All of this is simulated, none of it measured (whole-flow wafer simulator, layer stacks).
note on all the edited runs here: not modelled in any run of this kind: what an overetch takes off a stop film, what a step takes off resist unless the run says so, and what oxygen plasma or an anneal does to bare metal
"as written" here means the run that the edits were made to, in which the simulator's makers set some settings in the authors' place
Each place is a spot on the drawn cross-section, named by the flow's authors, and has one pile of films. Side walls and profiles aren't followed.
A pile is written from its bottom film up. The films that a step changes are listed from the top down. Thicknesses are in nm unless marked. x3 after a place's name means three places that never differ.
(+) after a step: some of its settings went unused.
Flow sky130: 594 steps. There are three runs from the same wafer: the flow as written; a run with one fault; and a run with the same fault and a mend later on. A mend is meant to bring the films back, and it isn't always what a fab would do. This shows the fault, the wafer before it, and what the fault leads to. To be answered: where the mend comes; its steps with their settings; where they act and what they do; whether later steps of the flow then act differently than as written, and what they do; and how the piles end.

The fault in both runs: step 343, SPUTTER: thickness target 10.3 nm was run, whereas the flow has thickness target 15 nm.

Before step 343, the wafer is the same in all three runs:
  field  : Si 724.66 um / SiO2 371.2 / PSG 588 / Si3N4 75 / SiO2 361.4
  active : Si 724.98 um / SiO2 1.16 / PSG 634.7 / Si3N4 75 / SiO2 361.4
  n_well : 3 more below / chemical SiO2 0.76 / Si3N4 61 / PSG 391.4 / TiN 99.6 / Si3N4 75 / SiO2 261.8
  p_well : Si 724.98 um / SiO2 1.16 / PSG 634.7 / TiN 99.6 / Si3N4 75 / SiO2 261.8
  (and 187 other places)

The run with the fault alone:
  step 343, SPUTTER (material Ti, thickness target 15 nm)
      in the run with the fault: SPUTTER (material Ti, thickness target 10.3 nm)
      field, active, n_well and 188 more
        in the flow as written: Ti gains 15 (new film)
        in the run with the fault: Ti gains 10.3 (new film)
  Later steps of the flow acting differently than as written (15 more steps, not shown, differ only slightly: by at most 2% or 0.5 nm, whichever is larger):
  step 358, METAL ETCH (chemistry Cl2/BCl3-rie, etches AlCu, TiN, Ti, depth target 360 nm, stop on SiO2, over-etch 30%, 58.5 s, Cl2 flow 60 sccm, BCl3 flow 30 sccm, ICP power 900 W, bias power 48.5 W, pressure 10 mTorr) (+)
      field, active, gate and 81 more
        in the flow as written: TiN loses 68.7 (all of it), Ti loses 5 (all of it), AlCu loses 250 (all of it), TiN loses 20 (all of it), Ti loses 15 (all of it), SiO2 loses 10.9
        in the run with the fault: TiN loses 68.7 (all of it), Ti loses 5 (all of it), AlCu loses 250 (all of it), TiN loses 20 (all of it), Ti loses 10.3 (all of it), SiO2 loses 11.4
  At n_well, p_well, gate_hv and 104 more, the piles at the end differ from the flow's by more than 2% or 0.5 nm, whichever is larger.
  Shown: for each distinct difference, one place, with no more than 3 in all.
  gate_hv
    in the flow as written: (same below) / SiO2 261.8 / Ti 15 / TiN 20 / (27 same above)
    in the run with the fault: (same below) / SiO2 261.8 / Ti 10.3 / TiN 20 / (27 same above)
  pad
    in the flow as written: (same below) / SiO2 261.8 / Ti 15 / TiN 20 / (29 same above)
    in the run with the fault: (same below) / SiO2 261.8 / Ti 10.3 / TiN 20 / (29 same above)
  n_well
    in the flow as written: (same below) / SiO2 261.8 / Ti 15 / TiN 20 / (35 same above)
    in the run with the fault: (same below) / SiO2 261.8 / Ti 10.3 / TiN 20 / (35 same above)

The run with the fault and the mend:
  The mend stands after step 343.
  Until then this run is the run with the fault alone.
  step 343a, SPUTTER (material Ti, thickness target 4.7 nm) (the flow's step 343, run once more with other settings)
      field, active, n_well and 188 more
        Ti gains 4.7
  None of the later steps of the flow acts differently than as written at any place that is followed.
  The piles end the same as the flow's at every place that both follow.
